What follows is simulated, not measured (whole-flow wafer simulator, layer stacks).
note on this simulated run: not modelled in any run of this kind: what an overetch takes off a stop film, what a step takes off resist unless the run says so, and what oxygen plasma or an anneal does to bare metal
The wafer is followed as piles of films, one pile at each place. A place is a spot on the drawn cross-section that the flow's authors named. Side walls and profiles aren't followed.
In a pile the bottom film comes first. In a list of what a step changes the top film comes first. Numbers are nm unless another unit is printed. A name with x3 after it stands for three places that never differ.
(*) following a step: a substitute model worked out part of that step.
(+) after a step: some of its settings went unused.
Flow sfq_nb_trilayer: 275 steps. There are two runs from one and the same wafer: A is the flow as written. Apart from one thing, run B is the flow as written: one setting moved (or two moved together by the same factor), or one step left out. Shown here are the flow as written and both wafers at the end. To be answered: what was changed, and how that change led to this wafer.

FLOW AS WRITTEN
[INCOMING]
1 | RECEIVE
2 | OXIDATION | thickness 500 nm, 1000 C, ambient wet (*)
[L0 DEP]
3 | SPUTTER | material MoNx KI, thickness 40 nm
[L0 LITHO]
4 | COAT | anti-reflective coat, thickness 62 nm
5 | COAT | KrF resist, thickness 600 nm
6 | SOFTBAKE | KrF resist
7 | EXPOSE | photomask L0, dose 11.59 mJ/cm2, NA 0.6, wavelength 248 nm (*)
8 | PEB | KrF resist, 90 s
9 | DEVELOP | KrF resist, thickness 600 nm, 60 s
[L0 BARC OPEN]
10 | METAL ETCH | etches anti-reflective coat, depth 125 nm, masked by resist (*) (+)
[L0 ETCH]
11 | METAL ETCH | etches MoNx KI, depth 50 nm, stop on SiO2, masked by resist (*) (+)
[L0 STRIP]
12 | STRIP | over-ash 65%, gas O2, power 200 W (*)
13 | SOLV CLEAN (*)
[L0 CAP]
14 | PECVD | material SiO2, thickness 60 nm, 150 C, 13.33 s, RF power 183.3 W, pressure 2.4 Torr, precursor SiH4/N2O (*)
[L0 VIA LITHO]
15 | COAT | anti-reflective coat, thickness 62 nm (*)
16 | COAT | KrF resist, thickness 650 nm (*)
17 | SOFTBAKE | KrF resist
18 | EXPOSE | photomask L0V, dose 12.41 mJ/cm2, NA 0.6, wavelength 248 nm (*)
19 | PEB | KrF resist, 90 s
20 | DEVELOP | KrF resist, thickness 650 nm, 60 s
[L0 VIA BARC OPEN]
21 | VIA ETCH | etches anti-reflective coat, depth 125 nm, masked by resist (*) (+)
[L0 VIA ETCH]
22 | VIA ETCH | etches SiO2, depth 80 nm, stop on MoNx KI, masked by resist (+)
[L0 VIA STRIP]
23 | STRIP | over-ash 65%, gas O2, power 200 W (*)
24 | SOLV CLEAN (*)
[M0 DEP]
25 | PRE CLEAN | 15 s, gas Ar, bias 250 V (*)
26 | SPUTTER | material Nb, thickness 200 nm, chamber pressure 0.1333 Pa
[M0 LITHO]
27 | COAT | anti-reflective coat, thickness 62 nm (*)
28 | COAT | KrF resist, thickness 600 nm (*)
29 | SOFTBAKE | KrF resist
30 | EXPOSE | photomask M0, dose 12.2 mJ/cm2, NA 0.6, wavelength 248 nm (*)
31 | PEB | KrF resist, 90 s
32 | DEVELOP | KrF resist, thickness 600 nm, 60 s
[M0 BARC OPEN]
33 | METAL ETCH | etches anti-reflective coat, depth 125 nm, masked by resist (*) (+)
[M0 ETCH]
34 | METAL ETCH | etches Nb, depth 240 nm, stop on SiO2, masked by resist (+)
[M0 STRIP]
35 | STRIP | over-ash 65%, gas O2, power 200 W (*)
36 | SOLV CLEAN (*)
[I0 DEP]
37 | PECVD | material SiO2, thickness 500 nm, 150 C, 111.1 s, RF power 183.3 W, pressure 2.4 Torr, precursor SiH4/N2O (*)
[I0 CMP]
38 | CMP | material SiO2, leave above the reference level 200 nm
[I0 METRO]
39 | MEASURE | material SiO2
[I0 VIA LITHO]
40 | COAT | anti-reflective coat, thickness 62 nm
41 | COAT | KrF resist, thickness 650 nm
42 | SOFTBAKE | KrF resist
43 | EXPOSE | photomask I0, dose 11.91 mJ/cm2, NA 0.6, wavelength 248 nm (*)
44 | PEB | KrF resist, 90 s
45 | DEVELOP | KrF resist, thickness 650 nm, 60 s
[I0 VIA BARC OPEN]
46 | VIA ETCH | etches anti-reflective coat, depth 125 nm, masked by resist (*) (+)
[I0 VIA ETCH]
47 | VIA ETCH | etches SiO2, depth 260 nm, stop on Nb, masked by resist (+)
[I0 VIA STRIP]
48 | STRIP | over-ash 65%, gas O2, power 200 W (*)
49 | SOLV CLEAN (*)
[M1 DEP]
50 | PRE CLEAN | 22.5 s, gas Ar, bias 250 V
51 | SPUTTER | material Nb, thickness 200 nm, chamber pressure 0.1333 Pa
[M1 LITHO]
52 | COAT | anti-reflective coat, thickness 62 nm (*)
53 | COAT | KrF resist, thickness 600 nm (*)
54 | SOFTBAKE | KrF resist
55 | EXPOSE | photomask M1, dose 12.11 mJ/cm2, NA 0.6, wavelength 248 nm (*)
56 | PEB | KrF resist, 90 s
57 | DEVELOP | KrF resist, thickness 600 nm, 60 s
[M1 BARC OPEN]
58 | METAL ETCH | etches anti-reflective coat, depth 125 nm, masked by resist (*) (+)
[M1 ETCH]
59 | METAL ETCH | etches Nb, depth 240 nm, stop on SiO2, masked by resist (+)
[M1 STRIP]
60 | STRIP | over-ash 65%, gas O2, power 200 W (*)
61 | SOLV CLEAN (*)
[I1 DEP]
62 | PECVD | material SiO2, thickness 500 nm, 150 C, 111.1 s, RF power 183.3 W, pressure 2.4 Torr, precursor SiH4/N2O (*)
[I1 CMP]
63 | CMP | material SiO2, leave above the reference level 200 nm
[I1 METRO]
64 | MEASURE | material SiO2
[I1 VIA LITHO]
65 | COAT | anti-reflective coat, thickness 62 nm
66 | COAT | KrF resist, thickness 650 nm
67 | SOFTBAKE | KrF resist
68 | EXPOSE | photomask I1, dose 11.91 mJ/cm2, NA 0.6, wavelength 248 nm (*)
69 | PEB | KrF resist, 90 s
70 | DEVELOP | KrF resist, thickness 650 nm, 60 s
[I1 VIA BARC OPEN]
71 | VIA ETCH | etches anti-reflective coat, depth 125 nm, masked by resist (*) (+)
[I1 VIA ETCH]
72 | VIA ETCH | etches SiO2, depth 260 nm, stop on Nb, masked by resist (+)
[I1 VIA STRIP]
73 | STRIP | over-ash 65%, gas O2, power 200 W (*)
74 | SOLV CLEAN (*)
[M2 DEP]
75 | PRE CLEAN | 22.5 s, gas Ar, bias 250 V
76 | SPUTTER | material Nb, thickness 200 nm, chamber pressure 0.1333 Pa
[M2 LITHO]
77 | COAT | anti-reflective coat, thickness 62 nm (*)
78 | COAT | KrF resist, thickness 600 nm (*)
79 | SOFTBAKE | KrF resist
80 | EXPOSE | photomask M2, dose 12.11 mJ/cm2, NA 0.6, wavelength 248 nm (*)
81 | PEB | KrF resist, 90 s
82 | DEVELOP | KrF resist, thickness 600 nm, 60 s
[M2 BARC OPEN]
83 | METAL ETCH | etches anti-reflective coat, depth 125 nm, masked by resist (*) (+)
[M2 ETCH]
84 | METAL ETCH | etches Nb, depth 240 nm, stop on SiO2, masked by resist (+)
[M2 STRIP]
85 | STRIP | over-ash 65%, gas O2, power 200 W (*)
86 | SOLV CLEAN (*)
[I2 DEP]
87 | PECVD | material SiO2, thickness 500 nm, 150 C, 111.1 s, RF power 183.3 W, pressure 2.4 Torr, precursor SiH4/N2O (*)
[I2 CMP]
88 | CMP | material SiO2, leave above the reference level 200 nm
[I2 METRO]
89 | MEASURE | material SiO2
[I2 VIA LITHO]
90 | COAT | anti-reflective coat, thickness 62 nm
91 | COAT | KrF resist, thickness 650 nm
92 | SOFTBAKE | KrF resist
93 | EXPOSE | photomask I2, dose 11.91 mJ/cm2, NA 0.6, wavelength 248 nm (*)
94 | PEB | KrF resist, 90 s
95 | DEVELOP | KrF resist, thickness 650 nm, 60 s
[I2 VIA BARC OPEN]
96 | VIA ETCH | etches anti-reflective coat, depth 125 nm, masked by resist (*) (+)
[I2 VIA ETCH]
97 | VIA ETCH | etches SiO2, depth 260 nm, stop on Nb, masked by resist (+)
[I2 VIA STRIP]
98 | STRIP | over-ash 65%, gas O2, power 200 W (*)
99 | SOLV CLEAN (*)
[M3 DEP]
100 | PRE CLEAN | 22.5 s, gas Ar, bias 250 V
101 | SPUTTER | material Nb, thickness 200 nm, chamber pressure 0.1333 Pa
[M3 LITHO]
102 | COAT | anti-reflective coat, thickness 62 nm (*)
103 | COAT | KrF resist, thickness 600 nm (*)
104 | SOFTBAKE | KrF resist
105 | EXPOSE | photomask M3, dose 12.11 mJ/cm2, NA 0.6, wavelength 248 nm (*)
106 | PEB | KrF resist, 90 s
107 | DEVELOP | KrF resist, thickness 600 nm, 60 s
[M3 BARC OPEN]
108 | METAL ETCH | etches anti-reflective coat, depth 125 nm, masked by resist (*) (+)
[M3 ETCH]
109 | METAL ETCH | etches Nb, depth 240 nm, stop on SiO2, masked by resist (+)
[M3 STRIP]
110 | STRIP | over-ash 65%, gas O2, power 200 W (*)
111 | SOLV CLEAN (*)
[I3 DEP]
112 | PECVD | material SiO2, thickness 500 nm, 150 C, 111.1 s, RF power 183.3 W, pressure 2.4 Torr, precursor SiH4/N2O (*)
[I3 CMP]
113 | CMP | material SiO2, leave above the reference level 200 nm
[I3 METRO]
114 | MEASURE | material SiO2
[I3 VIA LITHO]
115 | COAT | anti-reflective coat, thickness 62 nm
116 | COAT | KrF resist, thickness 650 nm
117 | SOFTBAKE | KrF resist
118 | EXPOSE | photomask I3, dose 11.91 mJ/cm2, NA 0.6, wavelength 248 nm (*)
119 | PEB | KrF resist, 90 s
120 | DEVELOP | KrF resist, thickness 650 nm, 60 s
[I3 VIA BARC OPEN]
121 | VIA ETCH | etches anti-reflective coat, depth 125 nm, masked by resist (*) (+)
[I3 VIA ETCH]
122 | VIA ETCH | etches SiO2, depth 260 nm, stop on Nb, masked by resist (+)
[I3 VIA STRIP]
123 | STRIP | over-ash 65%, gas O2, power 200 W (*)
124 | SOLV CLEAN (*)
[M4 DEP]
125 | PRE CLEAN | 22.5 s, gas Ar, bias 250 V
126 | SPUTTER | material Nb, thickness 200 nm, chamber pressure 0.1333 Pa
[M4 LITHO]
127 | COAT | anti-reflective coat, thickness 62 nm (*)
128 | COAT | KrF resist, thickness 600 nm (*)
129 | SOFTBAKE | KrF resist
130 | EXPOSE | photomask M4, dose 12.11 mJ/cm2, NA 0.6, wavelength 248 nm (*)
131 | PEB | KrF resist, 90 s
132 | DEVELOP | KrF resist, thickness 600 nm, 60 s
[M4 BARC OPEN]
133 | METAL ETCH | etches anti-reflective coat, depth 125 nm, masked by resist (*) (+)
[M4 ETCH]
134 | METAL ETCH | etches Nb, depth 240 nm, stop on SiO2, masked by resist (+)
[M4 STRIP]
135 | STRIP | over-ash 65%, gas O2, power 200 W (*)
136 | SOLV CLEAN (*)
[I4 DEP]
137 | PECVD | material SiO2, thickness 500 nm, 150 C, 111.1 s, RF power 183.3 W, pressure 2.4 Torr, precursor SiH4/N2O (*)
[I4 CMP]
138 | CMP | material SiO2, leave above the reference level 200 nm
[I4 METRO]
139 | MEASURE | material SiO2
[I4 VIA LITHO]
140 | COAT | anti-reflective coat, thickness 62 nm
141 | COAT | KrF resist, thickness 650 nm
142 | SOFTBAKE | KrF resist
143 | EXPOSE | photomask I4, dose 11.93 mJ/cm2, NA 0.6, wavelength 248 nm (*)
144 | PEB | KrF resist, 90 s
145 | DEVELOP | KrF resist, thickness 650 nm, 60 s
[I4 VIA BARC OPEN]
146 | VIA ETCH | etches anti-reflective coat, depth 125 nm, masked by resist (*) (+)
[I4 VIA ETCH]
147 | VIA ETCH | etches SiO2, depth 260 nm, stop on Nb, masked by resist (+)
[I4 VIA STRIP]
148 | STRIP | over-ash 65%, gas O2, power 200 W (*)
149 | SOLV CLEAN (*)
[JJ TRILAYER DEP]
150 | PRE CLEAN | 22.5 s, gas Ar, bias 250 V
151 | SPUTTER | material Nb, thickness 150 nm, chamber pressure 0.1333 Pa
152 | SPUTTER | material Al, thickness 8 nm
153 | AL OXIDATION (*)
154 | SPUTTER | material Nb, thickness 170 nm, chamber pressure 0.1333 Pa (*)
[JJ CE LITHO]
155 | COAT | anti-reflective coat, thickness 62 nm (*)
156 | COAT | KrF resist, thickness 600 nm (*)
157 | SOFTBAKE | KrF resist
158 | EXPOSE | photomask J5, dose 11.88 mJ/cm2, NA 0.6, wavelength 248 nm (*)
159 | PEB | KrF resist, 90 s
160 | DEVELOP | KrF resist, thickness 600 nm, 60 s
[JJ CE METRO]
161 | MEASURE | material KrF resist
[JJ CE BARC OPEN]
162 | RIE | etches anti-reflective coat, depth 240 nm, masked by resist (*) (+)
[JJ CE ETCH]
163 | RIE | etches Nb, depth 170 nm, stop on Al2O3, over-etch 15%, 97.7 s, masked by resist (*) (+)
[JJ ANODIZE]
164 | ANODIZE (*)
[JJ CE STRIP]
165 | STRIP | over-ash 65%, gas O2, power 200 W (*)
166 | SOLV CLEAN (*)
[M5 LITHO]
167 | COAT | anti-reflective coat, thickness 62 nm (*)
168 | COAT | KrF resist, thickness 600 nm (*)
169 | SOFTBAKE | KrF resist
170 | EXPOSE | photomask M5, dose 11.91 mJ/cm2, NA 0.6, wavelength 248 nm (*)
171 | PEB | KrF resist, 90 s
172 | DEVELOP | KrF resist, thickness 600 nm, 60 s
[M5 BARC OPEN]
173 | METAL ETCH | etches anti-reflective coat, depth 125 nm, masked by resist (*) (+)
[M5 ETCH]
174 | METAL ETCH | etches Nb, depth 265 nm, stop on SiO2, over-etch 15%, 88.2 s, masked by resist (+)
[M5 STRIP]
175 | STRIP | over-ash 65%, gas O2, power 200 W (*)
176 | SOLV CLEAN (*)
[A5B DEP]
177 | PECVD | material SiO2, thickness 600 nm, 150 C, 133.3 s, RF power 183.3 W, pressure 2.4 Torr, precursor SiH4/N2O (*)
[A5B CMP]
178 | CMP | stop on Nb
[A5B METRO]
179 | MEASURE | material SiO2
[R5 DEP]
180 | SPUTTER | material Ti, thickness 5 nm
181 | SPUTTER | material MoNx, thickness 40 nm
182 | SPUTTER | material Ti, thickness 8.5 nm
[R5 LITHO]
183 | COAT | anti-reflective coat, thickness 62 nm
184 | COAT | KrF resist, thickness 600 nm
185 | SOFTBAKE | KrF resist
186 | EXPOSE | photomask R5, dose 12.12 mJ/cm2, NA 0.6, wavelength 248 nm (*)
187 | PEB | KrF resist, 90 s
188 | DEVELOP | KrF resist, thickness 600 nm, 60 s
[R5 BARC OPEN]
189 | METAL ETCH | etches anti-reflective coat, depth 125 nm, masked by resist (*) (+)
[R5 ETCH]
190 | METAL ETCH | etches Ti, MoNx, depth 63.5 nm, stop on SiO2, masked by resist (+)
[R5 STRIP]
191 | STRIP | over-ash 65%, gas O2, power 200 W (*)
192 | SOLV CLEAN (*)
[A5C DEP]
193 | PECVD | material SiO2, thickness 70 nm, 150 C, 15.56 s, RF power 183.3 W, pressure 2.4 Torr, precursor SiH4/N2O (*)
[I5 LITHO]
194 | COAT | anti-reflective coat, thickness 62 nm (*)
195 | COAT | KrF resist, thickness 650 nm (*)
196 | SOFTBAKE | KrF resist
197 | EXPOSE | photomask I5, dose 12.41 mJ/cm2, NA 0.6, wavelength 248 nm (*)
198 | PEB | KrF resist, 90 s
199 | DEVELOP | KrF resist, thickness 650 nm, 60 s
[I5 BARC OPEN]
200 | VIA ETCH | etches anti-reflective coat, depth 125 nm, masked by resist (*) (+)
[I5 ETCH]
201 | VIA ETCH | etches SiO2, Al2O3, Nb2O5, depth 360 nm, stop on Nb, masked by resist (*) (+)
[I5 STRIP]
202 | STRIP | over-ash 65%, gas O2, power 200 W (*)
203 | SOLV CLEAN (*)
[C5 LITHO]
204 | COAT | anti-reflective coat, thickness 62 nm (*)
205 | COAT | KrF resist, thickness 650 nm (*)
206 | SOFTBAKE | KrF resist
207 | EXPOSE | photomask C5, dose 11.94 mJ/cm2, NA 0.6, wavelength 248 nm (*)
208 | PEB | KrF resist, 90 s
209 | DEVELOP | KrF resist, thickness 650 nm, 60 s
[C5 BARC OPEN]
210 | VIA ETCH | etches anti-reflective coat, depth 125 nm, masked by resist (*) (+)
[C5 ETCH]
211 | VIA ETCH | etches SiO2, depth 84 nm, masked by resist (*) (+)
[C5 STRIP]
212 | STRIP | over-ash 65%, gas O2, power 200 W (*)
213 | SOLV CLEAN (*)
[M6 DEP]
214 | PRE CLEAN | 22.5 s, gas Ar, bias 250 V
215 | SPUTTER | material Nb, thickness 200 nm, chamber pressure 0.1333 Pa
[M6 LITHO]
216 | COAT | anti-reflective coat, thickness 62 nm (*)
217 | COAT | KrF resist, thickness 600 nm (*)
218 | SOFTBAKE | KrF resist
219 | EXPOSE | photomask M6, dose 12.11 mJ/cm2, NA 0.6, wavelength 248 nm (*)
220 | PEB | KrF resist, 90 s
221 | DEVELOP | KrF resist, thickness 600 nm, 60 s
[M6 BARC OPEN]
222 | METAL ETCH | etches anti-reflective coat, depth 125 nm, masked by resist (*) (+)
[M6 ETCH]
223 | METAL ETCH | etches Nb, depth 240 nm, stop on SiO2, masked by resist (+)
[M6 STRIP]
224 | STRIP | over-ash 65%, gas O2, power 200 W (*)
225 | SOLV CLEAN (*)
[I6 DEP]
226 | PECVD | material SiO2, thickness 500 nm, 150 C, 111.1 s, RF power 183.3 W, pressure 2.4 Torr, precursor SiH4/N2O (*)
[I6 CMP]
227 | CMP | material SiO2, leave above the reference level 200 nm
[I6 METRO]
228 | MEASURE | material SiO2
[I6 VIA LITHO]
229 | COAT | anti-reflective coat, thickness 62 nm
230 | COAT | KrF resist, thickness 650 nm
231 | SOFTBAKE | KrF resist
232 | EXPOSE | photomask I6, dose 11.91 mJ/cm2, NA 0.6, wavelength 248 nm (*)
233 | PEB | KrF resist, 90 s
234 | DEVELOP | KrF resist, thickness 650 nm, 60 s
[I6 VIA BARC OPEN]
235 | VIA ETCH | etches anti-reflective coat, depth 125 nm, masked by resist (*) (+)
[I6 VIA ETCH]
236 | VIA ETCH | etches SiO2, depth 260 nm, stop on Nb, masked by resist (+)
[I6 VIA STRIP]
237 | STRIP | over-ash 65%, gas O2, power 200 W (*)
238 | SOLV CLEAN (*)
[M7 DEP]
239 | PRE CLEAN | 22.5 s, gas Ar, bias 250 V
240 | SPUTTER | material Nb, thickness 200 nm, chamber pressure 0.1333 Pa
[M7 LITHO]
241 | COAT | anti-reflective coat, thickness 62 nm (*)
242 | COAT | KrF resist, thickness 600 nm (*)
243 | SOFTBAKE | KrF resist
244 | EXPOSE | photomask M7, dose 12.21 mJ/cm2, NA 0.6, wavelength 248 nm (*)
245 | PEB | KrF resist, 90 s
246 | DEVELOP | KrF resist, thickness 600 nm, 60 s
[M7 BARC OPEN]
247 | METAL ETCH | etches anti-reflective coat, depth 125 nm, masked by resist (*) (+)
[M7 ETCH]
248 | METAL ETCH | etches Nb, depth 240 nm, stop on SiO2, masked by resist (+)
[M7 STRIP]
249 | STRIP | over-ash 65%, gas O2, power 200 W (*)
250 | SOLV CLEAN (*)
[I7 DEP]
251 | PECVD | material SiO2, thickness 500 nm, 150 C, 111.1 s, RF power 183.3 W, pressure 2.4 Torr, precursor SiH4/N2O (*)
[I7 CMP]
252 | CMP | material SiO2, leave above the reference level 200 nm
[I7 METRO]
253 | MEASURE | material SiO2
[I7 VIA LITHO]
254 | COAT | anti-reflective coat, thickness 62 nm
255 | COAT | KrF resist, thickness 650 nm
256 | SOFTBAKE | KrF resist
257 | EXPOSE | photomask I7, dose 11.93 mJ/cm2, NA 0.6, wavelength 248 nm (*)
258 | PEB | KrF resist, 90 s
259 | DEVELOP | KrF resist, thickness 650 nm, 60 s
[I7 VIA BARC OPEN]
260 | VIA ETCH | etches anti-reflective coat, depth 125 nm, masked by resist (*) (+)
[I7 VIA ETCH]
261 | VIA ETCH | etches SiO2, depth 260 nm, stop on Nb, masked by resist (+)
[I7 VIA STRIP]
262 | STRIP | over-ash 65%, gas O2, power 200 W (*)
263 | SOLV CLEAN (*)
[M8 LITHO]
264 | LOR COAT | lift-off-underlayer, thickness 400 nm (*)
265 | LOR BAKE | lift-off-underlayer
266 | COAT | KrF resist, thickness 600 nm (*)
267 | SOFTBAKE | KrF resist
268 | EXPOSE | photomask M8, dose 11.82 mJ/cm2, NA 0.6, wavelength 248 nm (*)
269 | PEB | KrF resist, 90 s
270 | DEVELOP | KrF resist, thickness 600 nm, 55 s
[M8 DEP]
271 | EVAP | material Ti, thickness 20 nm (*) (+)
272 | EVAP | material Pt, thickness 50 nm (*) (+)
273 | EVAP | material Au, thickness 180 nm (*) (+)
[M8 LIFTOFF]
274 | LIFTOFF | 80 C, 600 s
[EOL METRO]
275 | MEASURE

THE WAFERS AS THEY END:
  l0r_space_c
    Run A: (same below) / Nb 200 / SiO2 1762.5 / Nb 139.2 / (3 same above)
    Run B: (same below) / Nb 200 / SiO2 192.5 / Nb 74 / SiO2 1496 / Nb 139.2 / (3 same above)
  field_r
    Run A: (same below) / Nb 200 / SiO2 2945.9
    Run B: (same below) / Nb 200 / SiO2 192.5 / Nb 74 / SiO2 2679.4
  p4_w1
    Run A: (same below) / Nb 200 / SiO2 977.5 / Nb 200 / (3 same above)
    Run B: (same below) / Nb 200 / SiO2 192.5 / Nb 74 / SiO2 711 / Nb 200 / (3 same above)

What caused this: step 59, METAL ETCH: depth 126 nm was run, though the flow has depth 240 nm.

How this came from the change, step by step:
  59 | METAL ETCH | etches Nb, depth 240 nm, stop on SiO2, masked by resist (+)
      field_l, be, be_sur and 79 more: A -200 Nb (all of it) | B -126 Nb
      v_sur, via_wl, via_w and 21 more: A -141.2 KrF resist | B -74.1 KrF resist
  60 | STRIP | over-ash 65%, gas O2, power 200 W (*)
      wl_j_sl, wl_jj, wl_j_sr and 13 more: A -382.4 KrF resist (all of it), -62 anti-reflective coat (all of it) | B -449.4 KrF resist (all of it), -62 anti-reflective coat (all of it)
      v_sur: A -365.9 KrF resist (all of it), -61.1 anti-reflective coat (all of it) | B -432.9 KrF resist (all of it), -61.1 anti-reflective coat (all of it)
      (and at 7 other places as well)
  62 | PECVD | material SiO2, thickness 500 nm, 150 C, 111.1 s, RF power 183.3 W, pressure 2.4 Torr, precursor SiH4/N2O (*)
      field_l, be, be_sur and 72 more: A +500 SiO2 | B +500 SiO2 (new film)
      lsp_m, ln_m6, lsp_r, l0_sur, l0v: A +494.9 SiO2 | B +500 SiO2 (new film)
      (and at 2 other places as well)
  63 | CMP | material SiO2, leave above the reference level 200 nm
      field_l, be, be_sur and 72 more: A -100 SiO2 | B -174 SiO2
      lsp_m, ln_m6, lsp_r, l0_sur, l0v: A -94.9 SiO2 | B -174 SiO2
      (and at 2 other places as well)
With metal films that touch counted as one body, l0r_space_c has 3 bodies (between them, from the top down: SiO2 1496; SiO2 192.5); the flow as written gives 2 bodies (between them, from the top down: SiO2 1762.5).
With metal films that touch counted as one body, field_r has 2 bodies (between them, from the top down: SiO2 192.5); the flow as written gives 1 body.
With metal films that touch counted as one body, p4_w1 has 4 bodies (between them, from the top down: SiO2 192.5; SiO2 711; SiO2 192.5); the flow as written gives 3 bodies (between them, from the top down: SiO2 192.5; SiO2 977.5).
